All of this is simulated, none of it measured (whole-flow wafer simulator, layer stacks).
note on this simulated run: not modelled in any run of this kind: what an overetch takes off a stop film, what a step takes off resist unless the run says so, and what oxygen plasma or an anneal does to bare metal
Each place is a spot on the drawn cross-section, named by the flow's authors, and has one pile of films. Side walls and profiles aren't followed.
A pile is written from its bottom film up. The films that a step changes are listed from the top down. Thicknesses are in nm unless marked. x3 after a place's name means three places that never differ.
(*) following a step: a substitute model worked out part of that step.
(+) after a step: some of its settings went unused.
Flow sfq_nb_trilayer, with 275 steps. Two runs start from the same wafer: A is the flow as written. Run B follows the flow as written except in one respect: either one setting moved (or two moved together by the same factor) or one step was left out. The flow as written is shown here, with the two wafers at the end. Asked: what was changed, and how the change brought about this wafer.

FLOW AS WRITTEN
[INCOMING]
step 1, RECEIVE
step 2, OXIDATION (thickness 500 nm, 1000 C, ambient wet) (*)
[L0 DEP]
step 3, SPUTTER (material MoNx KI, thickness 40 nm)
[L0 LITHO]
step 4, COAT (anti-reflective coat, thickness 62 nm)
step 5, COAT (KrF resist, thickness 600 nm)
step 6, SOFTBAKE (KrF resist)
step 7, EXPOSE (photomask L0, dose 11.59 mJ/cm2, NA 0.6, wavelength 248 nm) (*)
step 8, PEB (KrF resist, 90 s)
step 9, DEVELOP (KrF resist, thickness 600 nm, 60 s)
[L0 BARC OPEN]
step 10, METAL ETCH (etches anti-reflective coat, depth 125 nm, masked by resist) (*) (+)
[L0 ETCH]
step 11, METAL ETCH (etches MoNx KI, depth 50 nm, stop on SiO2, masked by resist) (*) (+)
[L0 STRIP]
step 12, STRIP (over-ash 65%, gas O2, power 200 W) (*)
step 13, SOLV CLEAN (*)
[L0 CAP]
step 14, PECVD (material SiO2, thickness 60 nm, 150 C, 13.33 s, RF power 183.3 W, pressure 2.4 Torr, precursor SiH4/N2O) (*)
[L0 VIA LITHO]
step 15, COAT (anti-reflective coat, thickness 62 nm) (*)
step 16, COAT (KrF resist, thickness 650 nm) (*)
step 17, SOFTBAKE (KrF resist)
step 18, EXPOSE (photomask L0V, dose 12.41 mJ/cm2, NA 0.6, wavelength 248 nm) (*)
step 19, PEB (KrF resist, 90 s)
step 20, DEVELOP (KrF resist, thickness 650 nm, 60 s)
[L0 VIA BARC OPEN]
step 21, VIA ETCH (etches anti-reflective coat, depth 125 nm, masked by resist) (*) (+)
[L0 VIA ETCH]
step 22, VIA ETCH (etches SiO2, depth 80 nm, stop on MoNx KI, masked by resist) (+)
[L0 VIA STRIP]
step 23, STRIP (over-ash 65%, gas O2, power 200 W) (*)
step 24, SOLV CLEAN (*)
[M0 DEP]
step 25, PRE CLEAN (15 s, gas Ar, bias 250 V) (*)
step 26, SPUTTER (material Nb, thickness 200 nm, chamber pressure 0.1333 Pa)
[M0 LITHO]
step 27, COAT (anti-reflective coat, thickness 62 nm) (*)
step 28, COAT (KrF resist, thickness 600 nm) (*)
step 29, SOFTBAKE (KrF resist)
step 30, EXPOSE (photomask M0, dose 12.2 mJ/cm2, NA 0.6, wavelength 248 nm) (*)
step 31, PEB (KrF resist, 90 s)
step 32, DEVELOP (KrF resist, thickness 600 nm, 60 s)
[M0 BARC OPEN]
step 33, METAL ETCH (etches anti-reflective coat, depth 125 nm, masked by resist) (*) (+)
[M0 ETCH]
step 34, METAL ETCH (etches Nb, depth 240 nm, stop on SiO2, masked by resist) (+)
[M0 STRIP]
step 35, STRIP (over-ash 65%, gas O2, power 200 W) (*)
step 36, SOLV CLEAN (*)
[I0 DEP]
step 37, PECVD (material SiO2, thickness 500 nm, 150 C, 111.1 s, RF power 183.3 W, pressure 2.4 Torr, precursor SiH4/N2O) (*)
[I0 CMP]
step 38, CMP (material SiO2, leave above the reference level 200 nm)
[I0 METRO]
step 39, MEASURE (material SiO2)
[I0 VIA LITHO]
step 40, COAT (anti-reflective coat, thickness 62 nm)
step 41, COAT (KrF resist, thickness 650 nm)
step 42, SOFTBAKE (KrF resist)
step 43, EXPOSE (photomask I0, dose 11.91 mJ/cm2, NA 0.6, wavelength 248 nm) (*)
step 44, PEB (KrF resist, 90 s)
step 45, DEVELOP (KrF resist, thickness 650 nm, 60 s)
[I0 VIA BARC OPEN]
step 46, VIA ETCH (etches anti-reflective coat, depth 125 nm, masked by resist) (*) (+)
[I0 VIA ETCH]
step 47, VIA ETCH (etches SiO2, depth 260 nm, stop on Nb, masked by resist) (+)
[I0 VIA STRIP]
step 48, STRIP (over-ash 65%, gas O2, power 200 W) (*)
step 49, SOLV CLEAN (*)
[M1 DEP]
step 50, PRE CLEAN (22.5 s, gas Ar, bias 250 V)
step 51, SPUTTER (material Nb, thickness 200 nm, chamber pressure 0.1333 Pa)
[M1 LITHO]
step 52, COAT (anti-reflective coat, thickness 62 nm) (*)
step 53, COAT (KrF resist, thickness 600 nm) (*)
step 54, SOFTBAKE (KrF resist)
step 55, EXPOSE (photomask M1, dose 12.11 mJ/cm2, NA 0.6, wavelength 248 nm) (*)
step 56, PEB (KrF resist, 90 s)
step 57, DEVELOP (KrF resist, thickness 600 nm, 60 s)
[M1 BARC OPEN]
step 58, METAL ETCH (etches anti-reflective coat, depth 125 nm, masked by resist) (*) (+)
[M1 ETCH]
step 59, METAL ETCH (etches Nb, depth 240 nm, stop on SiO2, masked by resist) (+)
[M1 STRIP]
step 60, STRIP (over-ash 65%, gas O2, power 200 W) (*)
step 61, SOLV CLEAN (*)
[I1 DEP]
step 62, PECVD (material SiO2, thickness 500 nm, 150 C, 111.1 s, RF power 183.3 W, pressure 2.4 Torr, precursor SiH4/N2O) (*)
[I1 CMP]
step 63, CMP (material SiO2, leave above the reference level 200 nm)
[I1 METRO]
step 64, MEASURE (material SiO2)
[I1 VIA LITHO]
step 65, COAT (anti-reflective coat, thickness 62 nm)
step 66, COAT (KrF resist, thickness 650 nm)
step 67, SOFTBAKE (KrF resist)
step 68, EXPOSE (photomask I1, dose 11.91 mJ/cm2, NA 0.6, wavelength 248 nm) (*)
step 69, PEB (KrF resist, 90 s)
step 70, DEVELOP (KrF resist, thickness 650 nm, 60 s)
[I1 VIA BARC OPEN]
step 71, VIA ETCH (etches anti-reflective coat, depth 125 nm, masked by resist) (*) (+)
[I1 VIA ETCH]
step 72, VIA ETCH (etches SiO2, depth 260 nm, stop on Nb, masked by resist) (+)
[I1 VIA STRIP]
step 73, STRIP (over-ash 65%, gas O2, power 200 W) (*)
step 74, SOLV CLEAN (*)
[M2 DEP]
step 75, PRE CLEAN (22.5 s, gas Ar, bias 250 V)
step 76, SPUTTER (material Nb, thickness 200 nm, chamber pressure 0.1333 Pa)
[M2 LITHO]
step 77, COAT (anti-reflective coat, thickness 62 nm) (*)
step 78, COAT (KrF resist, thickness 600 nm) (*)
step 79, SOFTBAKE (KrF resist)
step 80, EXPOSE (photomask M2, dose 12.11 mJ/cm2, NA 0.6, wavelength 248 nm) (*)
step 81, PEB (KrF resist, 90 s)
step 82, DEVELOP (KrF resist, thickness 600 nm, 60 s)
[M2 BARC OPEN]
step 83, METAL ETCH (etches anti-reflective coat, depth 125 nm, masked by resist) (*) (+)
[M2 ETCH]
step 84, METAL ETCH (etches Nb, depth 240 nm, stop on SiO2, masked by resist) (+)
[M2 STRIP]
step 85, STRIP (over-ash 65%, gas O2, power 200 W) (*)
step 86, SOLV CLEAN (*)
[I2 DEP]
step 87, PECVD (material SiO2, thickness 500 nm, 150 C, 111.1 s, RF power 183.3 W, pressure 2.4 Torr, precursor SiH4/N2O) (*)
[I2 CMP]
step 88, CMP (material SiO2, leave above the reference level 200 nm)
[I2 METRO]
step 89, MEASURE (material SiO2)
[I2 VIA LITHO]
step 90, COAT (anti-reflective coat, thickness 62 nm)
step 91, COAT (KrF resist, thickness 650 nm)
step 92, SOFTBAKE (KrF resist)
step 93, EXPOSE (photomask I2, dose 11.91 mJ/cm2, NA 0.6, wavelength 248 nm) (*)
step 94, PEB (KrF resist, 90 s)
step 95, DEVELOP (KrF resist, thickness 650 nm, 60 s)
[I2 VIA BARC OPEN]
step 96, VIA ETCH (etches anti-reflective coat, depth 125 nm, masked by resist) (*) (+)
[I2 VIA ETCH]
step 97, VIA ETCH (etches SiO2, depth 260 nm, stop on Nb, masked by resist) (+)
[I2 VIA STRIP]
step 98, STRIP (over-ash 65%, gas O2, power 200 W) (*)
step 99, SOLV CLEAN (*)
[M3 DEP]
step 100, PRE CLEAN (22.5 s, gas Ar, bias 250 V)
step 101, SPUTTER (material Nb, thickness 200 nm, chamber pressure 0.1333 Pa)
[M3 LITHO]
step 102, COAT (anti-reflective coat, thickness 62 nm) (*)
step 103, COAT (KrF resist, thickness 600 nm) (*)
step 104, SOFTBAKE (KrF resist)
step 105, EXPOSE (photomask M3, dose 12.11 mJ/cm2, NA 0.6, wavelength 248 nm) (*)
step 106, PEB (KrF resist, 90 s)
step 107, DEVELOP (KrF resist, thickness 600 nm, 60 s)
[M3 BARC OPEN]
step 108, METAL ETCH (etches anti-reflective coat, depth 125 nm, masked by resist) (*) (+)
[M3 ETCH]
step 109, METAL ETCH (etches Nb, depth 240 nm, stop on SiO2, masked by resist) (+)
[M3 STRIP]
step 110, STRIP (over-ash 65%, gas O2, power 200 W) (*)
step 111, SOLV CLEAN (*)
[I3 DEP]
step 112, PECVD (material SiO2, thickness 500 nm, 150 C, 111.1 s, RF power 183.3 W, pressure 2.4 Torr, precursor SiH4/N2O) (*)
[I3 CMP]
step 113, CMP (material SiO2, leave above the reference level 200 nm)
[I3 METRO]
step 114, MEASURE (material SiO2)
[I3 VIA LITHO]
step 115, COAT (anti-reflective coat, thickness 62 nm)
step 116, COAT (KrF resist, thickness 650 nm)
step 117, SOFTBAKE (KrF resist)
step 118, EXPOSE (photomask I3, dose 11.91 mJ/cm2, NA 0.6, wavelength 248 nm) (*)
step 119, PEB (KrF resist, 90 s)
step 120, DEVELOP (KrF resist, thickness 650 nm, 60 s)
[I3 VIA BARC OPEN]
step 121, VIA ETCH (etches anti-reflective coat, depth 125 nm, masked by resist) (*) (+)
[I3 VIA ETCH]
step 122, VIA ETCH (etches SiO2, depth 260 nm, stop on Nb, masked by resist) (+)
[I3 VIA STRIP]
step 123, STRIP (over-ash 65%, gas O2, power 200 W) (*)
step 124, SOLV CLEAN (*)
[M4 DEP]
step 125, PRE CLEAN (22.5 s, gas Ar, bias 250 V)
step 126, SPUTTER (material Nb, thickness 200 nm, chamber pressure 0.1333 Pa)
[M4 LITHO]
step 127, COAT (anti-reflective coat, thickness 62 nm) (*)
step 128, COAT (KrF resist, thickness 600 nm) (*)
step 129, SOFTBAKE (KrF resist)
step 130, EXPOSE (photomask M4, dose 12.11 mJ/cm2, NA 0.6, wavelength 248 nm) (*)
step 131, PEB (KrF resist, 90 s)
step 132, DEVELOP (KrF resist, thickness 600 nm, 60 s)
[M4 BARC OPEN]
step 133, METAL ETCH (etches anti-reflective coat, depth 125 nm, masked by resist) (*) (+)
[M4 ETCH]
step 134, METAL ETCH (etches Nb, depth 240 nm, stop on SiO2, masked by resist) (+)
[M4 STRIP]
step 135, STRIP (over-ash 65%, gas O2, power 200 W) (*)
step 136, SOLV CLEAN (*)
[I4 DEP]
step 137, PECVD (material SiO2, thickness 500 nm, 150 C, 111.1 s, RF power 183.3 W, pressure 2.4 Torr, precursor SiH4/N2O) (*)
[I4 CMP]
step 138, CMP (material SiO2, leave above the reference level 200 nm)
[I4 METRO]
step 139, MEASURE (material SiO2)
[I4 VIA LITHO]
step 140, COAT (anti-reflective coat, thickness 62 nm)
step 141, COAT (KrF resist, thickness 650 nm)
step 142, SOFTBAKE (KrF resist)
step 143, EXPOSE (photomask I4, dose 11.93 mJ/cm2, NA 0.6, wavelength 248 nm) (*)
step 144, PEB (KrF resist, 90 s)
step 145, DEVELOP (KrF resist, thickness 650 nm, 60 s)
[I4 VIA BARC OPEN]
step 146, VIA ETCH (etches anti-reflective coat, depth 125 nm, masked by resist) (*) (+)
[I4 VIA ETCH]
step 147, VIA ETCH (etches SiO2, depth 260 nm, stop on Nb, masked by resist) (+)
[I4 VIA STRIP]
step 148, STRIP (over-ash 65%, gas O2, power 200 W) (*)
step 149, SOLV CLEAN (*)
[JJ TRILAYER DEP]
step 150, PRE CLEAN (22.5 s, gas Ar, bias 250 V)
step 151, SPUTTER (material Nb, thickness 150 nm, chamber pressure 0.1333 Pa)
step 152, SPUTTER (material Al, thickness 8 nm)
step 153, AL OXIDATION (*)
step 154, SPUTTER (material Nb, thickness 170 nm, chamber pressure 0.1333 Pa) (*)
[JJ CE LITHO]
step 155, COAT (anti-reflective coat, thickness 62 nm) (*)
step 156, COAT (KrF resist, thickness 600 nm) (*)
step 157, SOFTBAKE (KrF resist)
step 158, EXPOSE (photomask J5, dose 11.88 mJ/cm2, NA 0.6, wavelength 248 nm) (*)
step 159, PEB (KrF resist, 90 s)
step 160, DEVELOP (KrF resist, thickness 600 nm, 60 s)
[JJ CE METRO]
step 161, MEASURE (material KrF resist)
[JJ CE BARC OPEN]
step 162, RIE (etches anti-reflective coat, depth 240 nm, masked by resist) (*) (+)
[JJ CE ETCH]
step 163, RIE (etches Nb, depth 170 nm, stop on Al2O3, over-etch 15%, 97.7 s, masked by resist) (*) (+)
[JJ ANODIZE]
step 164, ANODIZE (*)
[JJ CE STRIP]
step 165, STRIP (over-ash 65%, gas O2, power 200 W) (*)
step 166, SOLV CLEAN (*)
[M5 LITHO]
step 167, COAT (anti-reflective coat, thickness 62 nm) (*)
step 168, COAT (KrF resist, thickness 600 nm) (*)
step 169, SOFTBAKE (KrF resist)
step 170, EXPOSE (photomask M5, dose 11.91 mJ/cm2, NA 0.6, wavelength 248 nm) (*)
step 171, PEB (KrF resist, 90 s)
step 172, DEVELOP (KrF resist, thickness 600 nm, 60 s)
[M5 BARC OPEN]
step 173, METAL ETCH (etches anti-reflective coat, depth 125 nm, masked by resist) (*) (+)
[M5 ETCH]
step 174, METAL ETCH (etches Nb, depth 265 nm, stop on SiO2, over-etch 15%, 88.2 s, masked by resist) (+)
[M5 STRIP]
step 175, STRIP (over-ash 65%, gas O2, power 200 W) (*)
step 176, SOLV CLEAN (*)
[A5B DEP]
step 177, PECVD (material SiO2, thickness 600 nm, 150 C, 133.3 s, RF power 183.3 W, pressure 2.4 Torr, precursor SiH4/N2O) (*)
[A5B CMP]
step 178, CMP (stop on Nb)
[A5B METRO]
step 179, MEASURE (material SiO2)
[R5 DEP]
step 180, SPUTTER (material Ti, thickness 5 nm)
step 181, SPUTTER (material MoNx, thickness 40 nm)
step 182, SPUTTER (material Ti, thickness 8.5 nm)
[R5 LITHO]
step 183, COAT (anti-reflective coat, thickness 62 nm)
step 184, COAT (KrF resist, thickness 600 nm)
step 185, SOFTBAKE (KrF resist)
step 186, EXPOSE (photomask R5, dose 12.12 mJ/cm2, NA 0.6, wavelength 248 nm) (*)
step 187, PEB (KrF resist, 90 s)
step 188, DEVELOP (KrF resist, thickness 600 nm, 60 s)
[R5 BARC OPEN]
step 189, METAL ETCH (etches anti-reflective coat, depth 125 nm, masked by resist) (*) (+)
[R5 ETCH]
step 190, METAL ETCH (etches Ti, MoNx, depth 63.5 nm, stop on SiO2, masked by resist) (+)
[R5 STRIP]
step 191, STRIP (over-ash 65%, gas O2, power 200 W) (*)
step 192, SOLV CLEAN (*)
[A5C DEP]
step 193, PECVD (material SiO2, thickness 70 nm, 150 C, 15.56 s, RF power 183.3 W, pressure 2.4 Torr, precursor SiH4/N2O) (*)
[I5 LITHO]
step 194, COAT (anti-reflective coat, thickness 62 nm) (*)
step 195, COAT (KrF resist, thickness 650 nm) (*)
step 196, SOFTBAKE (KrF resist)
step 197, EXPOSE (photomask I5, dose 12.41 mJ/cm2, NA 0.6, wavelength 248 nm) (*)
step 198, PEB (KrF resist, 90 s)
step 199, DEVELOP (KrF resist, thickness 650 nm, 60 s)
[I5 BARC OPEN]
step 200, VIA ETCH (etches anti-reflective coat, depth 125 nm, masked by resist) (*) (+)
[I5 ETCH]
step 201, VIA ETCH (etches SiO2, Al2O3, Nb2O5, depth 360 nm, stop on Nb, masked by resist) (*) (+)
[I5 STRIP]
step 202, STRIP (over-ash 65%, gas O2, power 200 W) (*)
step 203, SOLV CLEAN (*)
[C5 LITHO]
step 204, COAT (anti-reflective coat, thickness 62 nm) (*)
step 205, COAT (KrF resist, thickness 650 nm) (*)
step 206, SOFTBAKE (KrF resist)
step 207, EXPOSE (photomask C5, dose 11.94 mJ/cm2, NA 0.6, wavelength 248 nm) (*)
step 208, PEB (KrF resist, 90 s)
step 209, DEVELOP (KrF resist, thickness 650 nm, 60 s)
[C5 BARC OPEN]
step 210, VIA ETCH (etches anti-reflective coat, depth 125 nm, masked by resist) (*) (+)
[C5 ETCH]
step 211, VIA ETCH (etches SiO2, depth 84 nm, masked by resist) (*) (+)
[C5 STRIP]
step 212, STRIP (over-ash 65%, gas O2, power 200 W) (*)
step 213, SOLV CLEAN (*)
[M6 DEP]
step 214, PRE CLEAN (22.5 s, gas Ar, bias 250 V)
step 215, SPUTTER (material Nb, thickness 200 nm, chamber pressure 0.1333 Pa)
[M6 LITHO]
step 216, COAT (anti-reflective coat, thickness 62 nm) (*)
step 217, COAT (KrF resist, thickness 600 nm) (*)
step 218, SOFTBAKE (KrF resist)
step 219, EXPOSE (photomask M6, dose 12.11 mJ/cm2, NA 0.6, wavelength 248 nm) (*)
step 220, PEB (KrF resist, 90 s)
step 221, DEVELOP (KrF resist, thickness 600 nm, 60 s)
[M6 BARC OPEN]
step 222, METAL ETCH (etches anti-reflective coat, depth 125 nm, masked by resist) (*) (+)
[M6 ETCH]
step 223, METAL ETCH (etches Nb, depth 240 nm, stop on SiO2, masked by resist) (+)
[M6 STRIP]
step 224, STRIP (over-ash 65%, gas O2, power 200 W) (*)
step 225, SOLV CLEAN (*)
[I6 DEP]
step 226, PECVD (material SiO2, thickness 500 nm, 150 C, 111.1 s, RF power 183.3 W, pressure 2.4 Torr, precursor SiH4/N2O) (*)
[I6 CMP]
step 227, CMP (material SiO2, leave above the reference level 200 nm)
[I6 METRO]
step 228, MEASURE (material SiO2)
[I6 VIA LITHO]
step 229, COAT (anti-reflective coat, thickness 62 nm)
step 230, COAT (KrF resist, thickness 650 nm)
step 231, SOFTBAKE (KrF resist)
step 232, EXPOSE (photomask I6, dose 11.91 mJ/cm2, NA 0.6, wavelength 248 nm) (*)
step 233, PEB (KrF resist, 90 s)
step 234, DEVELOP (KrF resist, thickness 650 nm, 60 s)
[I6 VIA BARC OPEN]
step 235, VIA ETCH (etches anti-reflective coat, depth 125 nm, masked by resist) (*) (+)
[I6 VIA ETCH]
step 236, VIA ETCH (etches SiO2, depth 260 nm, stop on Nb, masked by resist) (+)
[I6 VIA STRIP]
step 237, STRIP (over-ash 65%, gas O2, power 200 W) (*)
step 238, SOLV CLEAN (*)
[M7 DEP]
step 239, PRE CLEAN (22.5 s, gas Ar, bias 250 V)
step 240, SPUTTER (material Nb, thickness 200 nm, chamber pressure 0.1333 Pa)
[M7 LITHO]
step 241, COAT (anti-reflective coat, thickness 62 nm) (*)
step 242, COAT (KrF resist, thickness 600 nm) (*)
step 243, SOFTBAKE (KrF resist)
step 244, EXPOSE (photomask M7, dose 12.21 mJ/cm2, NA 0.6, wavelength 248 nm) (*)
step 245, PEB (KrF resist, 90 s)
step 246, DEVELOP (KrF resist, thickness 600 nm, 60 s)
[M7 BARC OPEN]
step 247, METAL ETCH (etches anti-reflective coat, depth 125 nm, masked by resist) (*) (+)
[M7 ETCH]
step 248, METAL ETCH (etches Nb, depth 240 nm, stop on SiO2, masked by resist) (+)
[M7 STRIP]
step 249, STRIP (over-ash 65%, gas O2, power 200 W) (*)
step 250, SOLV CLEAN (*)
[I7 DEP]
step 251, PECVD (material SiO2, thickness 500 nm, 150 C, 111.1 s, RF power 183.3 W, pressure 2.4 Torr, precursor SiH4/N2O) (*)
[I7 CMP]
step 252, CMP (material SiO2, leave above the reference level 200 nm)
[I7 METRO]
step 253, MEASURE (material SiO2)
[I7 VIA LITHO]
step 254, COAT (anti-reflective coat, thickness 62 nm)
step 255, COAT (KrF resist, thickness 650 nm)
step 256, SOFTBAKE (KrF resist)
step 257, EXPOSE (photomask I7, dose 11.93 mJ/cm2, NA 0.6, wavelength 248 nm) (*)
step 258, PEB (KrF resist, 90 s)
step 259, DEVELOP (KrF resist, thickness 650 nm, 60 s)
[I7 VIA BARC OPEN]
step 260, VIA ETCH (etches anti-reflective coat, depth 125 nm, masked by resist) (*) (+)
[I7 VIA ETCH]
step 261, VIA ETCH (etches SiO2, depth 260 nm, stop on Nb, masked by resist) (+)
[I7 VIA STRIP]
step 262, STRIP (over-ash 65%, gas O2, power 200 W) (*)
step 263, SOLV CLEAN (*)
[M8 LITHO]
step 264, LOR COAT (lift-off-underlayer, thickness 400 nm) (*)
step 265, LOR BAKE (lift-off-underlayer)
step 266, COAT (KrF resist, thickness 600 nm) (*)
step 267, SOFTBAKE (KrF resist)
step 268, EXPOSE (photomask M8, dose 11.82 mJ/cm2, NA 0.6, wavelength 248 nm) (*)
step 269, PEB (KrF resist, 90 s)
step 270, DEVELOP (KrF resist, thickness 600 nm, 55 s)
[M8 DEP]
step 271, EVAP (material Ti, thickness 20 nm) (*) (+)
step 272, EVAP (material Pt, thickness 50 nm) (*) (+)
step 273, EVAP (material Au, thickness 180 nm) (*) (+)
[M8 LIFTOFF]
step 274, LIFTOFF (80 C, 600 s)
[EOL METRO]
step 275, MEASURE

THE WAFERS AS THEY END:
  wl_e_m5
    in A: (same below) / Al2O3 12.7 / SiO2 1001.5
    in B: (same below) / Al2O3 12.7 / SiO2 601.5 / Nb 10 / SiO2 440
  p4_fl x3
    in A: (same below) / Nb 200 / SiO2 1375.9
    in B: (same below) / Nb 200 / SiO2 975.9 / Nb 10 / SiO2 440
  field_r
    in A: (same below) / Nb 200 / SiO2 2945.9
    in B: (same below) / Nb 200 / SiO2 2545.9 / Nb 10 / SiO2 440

Cause: step 240, SPUTTER: thickness 250 nm was run, though the flow has thickness 200 nm.

The path from the change to this, step by step:
  step 240, SPUTTER (material Nb, thickness 200 nm, chamber pressure 0.1333 Pa)
      field_l, v_sur, via_wl and 102 more: A Nb gains 200 (new film) | B Nb gains 250 (new film)
      via_v: A Nb gains 161.1 | B Nb gains 201.6
  step 248, METAL ETCH (etches Nb, depth 240 nm, stop on SiO2, masked by resist) (+)
      field_l, field_r, lsp_l and 62 more: A Nb loses 200 (all of it) | B Nb loses 240
  step 251, PECVD (material SiO2, thickness 500 nm, 150 C, 111.1 s, RF power 183.3 W, pressure 2.4 Torr, precursor SiH4/N2O) (*)
      field_l, p4_fl x3, p4_w1 x9 and 46 more: A SiO2 gains 500 | B SiO2 gains 500 (new film)
      field_r, lsp_l: A SiO2 gains 477.7 | B SiO2 gains 473.2 (new film)
      (also at 5 further places)
  step 252, CMP (material SiO2, leave above the reference level 200 nm)
      field_l, p4_fl x3, p4_w1 x9 and 46 more: A SiO2 loses 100 | B SiO2 loses 60
      field_r, lsp_l: A SiO2 loses 77.7 | B SiO2 loses 33.2
      (also at 3 further places)
If metal films that touch count as one body, wl_e_m5 has 7 bodies (between them, from the top down: SiO2 601.5 / Al2O3 12.7 / Nb2O5 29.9; SiO2 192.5; SiO2 192.5; SiO2 192.5; SiO2 192.5; SiO2 192.5); the flow as written gives 6 bodies (between them, from the top down: SiO2 192.5; SiO2 192.5; SiO2 192.5; SiO2 192.5; SiO2 192.5).
If metal films that touch count as one body, p4_fl x3 has 3 bodies (between them, from the top down: SiO2 975.9; SiO2 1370); the flow as written gives 2 bodies (between them, from the top down: SiO2 1370).
If metal films that touch count as one body, field_r has 2 bodies (between them, from the top down: SiO2 2545.9); the flow as written gives 1 body.
